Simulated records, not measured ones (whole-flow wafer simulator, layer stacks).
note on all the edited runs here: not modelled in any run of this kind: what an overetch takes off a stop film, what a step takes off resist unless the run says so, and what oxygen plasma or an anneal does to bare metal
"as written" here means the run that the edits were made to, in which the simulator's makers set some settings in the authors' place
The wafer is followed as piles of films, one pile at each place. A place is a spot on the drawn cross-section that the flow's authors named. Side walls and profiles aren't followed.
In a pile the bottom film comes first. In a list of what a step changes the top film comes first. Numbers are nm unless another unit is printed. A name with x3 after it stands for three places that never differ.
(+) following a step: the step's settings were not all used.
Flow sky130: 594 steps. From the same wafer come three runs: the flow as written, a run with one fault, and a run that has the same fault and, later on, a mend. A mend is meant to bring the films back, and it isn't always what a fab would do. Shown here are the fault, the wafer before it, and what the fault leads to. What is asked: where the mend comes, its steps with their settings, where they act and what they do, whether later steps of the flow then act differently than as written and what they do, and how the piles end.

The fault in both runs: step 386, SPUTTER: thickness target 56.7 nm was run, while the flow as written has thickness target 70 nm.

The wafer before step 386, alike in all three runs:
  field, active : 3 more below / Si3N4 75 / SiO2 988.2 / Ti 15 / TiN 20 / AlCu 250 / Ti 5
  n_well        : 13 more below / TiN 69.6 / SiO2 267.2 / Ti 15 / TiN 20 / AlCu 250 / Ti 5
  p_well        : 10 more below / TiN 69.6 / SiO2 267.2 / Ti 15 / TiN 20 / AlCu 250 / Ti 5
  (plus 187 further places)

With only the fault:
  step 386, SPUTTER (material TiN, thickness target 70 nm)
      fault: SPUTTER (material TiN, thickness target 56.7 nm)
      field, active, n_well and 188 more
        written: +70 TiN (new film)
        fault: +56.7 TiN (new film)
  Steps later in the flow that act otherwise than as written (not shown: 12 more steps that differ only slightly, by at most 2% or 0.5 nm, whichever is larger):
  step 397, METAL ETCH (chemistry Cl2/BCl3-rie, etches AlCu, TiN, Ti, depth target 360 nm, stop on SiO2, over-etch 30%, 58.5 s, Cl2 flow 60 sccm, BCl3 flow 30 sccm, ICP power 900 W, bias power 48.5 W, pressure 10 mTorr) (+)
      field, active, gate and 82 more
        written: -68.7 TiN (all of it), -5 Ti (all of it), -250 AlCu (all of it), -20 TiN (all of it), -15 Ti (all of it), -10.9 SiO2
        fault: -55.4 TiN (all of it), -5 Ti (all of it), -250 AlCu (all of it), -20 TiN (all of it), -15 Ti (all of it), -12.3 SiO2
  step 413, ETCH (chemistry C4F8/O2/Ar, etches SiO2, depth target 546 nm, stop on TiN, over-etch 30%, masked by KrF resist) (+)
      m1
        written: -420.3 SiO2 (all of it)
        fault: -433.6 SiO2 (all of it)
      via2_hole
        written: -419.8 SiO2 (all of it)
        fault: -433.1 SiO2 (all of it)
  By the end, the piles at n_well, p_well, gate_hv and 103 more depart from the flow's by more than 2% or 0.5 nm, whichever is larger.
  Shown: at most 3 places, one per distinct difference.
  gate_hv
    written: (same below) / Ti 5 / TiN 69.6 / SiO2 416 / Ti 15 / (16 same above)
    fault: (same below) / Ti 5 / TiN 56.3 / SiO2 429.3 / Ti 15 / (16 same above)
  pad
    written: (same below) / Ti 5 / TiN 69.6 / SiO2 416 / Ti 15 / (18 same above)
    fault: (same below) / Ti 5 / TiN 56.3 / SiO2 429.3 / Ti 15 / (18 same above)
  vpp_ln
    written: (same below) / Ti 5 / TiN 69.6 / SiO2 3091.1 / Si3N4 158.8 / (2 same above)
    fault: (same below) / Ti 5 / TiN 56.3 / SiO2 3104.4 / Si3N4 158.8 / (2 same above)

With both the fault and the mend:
  The mend stands after step 386.
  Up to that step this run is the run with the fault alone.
  step 386a, SPUTTER (material TiN, thickness target 13.3 nm) (the flow's step 386, run once more with other settings)
      field, active, n_well and 188 more
        +13.3 TiN
  Later steps of the flow that are run all act as written at every place that is followed.
  By the end, the piles equal the flow's at every place that both follow.
